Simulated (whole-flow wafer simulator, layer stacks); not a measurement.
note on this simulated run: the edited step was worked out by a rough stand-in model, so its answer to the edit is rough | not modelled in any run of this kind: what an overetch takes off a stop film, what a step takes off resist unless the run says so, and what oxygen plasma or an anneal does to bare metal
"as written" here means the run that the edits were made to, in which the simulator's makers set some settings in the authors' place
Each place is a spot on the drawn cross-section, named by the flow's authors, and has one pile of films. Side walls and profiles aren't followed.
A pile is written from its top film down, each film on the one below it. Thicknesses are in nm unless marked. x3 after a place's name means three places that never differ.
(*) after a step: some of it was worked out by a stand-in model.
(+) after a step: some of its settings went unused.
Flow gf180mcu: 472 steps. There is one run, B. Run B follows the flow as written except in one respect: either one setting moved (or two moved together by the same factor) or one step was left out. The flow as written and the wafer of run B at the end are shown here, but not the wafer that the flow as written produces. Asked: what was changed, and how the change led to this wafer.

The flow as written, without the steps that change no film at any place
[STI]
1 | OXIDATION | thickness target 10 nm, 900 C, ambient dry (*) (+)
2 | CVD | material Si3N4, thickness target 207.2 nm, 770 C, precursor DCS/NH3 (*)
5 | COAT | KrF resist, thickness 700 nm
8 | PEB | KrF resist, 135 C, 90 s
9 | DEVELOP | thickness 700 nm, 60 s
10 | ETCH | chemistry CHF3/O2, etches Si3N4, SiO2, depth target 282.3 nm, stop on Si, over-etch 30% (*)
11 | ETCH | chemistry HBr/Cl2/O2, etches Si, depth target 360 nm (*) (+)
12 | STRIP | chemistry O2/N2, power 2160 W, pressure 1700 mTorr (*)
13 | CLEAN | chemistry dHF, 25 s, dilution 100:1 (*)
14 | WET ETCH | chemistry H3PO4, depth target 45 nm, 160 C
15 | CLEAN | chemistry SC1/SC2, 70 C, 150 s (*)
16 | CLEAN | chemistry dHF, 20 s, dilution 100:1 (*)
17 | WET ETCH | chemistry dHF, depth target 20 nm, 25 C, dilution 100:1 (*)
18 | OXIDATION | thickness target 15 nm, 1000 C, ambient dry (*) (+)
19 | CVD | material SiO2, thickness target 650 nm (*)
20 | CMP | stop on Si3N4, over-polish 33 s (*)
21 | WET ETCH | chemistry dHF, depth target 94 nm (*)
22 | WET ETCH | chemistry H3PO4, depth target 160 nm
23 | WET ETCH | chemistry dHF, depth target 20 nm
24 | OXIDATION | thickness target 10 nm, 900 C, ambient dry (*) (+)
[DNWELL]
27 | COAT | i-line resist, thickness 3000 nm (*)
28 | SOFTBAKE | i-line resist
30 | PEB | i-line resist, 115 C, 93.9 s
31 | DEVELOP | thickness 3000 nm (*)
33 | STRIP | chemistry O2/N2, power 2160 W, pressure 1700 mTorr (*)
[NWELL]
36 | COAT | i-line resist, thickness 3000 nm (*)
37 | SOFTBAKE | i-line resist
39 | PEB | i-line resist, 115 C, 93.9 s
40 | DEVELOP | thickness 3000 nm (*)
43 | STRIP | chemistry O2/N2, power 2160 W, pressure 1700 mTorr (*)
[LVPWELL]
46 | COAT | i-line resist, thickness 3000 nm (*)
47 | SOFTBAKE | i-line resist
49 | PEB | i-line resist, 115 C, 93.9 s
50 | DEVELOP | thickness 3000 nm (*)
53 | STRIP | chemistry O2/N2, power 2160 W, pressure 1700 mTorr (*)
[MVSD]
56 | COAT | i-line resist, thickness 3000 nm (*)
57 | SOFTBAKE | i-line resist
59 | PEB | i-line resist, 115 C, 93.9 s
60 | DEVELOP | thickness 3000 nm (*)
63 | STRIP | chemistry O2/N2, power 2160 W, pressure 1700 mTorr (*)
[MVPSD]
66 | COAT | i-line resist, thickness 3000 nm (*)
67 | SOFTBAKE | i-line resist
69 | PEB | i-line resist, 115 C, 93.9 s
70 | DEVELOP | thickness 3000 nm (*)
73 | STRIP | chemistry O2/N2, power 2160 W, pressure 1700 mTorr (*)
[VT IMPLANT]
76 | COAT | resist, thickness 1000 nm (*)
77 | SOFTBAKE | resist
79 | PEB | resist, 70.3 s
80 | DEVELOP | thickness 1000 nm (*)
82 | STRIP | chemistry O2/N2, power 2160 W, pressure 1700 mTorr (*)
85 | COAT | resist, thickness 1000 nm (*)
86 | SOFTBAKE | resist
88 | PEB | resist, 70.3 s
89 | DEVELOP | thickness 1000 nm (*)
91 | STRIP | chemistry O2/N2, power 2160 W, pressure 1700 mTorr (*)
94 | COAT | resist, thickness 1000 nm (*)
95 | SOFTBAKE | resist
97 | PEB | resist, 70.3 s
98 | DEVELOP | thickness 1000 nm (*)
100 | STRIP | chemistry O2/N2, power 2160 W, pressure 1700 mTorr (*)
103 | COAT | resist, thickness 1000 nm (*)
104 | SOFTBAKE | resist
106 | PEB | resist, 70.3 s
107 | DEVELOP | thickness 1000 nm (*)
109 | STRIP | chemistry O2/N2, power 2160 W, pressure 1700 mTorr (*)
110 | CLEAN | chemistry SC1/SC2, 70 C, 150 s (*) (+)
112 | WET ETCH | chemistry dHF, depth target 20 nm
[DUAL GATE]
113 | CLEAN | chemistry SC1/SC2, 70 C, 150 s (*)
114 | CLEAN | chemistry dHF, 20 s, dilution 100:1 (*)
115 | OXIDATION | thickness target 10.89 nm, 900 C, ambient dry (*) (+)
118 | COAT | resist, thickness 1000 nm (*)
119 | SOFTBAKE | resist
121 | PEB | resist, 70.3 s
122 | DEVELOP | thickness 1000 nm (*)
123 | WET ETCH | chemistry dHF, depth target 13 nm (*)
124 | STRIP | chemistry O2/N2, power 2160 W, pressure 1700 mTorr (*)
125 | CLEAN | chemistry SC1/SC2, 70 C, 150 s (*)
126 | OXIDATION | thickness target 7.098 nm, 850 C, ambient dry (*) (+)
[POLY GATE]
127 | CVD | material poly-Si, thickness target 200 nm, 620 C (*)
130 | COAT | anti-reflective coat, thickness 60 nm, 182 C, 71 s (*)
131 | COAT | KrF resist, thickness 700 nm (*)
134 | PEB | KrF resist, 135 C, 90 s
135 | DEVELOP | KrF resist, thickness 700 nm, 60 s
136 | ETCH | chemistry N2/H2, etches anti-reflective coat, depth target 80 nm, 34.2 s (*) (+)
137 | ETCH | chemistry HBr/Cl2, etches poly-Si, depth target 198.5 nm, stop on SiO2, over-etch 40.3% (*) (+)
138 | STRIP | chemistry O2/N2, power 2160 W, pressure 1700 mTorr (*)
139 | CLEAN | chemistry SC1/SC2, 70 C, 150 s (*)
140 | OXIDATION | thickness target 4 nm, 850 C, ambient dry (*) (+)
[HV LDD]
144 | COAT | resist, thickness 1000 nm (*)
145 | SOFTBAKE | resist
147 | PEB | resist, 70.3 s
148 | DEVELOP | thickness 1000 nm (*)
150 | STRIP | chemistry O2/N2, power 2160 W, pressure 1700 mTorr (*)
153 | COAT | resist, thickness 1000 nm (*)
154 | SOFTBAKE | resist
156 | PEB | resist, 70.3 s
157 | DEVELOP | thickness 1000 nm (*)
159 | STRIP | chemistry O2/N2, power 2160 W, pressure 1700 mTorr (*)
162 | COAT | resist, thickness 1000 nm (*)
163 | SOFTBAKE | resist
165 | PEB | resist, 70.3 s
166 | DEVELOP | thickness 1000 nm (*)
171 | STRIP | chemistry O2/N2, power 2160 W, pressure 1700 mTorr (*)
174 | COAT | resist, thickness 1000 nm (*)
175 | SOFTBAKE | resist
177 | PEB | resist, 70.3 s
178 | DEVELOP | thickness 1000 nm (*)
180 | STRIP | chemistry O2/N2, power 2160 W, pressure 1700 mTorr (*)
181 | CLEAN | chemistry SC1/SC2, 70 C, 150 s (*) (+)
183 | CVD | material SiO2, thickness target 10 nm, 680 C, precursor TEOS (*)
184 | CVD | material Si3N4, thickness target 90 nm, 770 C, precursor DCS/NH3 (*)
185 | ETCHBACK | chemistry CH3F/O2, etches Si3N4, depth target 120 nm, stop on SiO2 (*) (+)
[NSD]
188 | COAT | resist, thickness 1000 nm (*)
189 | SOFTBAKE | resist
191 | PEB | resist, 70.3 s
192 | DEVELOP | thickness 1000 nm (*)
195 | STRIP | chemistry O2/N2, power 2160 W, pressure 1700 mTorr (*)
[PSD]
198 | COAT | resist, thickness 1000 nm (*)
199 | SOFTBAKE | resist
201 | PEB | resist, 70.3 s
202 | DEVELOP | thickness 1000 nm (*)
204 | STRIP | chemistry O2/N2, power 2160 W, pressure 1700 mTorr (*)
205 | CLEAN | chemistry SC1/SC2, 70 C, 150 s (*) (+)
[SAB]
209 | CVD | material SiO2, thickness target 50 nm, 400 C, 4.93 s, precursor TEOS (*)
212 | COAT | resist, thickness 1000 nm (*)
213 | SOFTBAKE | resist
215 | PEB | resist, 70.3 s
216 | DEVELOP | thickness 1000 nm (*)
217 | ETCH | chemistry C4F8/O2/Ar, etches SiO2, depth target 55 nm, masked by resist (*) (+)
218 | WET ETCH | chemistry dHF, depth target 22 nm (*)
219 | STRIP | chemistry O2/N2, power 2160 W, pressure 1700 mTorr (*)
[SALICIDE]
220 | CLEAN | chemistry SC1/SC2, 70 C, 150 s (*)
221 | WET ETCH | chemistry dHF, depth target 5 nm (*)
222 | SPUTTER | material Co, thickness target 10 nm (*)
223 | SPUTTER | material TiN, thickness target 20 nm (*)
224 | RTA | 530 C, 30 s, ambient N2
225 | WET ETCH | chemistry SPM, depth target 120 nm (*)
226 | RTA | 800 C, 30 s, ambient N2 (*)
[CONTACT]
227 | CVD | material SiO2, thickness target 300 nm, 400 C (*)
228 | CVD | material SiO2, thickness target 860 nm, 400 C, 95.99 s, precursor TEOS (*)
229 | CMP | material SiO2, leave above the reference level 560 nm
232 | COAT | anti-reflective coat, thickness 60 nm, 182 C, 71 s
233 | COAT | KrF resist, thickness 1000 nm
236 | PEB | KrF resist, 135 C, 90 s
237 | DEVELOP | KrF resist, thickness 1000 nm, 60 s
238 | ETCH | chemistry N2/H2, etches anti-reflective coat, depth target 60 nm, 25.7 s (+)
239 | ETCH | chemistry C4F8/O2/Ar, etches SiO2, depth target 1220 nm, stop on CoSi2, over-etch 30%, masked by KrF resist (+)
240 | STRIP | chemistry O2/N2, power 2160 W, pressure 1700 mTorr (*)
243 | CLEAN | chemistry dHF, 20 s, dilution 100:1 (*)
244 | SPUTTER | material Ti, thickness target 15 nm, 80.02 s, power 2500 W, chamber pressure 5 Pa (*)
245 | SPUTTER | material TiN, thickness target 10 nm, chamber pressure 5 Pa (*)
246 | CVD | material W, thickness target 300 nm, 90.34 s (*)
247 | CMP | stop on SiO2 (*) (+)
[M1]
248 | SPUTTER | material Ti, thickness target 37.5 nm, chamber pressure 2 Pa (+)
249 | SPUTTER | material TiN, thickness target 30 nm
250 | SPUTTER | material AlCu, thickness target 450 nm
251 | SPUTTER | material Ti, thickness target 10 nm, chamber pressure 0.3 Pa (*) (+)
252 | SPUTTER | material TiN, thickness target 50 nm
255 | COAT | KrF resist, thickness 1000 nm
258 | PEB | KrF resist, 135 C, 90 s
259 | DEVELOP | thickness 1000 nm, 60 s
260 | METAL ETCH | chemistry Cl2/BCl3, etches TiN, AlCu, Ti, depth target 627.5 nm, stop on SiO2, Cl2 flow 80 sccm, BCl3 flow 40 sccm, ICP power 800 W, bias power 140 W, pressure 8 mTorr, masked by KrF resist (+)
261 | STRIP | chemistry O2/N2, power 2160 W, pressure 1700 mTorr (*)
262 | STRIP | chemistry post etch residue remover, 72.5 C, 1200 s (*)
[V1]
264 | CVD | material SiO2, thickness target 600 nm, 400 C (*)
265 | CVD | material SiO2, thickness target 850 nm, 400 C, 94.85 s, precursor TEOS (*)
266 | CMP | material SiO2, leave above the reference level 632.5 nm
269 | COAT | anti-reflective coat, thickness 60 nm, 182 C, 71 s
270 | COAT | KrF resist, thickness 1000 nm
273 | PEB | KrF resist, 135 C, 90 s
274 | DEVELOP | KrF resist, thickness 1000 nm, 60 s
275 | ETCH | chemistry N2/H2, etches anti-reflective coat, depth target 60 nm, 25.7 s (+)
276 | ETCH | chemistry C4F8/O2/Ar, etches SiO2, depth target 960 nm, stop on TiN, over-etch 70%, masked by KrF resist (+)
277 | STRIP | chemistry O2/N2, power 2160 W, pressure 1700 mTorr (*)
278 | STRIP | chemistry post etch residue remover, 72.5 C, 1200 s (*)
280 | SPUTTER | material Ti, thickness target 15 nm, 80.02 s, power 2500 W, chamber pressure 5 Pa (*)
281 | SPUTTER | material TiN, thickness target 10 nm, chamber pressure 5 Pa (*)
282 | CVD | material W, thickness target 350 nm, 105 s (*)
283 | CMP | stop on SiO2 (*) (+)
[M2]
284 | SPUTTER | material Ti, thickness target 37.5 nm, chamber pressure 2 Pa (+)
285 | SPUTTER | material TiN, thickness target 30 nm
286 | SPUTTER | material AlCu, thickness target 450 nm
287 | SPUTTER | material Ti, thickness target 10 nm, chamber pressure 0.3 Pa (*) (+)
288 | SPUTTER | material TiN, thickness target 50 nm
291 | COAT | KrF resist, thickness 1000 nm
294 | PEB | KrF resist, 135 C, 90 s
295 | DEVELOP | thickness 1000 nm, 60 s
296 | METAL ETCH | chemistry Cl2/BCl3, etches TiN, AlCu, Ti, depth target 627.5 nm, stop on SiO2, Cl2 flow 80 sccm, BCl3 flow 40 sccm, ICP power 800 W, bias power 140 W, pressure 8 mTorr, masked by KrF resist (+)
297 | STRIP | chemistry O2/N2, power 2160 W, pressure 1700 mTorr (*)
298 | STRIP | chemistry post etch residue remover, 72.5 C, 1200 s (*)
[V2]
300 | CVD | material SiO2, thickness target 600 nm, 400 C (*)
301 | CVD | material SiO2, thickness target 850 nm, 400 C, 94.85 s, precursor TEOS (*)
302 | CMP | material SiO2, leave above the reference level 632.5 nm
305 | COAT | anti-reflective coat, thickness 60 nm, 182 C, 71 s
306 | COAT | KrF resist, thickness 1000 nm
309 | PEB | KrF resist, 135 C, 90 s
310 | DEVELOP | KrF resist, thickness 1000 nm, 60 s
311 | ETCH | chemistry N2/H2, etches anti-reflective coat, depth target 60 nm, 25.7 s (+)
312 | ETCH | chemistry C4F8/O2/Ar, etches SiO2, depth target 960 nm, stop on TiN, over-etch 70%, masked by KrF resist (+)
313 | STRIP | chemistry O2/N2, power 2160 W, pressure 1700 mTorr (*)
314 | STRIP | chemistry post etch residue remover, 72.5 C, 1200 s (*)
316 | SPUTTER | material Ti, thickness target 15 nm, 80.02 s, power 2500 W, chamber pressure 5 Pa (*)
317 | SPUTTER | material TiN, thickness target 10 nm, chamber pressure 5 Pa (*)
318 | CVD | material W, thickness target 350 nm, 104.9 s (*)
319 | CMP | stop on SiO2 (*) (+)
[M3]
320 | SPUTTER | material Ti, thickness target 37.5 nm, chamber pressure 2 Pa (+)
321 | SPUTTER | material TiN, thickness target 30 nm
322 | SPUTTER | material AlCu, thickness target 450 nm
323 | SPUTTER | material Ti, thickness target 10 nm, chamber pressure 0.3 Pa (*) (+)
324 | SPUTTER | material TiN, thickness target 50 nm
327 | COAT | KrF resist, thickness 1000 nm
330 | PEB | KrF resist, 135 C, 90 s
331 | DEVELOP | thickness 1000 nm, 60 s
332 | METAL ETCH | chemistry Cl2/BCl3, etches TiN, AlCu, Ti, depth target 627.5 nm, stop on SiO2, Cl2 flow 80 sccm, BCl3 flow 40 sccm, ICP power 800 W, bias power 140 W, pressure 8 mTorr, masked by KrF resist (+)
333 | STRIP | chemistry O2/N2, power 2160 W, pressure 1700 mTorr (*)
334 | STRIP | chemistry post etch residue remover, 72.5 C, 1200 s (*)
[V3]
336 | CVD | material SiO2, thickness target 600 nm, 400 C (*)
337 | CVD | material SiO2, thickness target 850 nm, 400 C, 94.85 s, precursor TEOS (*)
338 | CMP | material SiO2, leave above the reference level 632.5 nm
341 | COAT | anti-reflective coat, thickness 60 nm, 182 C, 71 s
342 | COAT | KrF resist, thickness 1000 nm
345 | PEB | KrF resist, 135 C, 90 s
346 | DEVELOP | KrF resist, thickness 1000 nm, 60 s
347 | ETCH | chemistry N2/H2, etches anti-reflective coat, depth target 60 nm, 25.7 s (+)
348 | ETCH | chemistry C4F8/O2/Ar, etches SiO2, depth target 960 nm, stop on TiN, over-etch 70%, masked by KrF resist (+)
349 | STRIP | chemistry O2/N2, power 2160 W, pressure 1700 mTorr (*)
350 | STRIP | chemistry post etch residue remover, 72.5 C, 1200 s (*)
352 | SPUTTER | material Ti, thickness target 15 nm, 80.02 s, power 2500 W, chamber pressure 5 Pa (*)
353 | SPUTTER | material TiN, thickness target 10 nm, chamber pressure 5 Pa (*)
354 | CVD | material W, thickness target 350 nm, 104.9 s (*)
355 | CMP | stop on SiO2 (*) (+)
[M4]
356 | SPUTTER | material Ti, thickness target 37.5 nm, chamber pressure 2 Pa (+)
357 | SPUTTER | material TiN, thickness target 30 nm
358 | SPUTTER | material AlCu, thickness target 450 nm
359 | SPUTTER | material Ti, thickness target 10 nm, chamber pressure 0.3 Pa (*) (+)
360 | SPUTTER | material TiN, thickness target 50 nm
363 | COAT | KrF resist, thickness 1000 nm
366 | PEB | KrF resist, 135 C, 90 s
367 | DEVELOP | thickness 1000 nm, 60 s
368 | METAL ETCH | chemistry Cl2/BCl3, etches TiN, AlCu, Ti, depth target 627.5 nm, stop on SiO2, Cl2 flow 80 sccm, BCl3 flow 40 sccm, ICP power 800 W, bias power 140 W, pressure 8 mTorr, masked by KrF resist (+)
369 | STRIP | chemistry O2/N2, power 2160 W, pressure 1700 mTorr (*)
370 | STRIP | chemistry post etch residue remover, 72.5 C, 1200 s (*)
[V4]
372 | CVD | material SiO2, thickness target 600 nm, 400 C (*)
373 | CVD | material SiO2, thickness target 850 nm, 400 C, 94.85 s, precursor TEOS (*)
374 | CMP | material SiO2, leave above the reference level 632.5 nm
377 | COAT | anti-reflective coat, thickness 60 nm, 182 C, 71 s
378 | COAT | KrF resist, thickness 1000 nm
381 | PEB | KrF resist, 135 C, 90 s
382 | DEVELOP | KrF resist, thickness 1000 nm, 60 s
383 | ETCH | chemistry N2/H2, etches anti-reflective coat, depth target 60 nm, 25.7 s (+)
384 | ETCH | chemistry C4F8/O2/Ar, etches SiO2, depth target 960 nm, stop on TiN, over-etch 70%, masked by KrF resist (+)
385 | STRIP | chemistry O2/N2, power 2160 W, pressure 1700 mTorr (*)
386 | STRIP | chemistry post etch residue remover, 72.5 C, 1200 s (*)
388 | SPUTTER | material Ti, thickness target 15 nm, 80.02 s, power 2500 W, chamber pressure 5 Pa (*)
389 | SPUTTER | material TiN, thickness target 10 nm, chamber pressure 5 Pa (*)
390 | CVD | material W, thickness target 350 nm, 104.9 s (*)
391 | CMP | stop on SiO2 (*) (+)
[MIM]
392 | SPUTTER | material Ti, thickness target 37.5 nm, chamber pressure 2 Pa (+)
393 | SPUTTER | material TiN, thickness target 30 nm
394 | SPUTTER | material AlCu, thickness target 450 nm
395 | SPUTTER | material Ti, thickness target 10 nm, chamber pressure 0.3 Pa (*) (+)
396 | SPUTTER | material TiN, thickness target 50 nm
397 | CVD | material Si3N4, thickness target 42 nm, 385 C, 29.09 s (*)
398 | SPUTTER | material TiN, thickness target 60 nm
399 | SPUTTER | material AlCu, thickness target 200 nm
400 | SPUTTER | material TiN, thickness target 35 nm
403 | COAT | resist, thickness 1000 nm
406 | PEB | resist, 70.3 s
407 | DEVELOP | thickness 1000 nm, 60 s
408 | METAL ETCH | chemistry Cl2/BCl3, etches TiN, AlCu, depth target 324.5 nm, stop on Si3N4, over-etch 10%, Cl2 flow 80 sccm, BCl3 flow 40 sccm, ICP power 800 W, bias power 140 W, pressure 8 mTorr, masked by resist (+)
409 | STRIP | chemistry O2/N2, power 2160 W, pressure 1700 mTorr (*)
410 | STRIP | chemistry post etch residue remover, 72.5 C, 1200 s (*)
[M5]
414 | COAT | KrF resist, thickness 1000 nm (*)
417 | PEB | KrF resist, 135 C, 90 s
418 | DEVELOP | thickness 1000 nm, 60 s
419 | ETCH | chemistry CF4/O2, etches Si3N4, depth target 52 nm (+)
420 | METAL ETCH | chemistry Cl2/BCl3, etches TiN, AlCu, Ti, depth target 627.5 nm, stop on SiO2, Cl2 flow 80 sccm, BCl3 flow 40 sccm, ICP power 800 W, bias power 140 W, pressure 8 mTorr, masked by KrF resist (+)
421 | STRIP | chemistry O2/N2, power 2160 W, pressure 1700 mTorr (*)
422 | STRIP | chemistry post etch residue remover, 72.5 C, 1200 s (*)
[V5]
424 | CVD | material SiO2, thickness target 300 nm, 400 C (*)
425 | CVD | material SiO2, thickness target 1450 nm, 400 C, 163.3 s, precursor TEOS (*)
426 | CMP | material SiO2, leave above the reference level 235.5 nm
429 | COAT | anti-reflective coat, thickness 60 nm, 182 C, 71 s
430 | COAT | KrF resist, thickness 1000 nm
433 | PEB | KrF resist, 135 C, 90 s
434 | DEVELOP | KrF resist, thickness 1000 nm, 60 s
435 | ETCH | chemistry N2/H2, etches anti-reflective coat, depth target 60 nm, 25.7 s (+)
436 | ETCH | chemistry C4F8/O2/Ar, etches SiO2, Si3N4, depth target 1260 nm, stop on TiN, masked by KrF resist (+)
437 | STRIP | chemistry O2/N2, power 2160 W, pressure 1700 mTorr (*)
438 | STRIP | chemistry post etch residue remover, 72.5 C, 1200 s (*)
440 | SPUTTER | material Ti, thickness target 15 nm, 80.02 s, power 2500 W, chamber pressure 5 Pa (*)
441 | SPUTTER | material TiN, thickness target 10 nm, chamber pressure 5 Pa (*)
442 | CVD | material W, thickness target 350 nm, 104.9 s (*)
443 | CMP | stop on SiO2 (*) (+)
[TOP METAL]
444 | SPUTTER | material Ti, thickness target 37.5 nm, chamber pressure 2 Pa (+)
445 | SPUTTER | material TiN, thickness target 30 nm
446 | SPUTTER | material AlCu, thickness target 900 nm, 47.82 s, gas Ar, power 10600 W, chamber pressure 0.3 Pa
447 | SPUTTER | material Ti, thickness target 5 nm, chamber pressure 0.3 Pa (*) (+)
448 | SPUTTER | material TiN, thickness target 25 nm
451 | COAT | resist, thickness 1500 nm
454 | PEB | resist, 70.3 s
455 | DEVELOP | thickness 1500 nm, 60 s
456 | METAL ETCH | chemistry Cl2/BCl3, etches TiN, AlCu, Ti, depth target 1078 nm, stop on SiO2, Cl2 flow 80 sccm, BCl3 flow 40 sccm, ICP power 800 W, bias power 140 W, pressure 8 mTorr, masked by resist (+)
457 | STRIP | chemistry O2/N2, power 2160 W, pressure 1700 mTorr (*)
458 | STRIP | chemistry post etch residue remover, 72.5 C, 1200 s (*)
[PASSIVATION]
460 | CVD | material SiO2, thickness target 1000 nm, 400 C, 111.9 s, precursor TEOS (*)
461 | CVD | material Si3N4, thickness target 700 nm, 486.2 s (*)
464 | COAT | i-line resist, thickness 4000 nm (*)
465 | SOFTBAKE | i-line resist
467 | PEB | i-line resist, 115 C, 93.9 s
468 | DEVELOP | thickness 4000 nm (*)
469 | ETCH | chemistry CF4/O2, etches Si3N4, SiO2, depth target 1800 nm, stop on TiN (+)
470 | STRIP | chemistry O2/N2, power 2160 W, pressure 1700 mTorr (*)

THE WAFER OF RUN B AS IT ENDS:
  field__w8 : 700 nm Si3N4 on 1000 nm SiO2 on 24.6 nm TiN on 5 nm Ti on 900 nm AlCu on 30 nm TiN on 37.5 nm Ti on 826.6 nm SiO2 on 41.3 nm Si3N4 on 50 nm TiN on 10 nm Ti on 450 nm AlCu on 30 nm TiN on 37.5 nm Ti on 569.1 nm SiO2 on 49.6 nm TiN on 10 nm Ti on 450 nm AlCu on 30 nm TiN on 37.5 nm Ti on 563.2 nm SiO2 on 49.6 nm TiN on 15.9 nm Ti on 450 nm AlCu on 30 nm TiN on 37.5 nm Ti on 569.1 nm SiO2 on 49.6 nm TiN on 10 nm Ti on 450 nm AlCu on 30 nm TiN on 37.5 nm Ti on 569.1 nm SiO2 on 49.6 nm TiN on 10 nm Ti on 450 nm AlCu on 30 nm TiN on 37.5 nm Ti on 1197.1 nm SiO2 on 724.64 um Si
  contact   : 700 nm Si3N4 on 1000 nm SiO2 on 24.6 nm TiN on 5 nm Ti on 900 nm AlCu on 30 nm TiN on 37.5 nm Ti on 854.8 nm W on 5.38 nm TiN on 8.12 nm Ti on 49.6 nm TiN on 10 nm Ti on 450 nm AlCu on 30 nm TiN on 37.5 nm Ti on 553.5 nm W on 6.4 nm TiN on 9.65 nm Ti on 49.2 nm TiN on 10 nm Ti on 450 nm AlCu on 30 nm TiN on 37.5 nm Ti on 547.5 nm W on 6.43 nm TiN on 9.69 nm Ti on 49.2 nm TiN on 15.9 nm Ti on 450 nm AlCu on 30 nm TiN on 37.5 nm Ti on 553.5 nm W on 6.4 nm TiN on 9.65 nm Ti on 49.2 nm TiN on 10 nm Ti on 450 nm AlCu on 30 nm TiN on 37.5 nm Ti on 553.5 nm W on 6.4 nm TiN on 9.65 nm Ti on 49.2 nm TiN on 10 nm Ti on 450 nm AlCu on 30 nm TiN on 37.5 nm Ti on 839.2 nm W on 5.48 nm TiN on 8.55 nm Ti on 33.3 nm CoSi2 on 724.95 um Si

What caused this: step 323, SPUTTER: thickness target 15.9 nm was run, while the flow as written has thickness target 10 nm.
The wafer itself shows it: field__w8 has Ti 15.9, and step 323 as written asks for 10 nm.

Step by step, how the change led to this:
  323 | SPUTTER | material Ti, thickness target 10 nm, chamber pressure 0.3 Pa (*) (+)
      field, field__w1, field__w2 and 108 more: +15.9 Ti (new film) (in the flow as written it would be: +10 Ti (new film))
  332 | METAL ETCH | chemistry Cl2/BCl3, etches TiN, AlCu, Ti, depth target 627.5 nm, stop on SiO2, Cl2 flow 80 sccm, BCl3 flow 40 sccm, ICP power 800 W, bias power 140 W, pressure 8 mTorr, masked by KrF resist (+)
      field, field__w1, field__w2 and 103 more: -50 TiN (all of it), -15.9 Ti (all of it), -450 AlCu (all of it), -30 TiN (all of it), -37.5 Ti (all of it) (in the flow as written it would be: -50 TiN (all of it), -10 Ti (all of it), -450 AlCu (all of it), -30 TiN (all of it), -37.5 Ti (all of it))
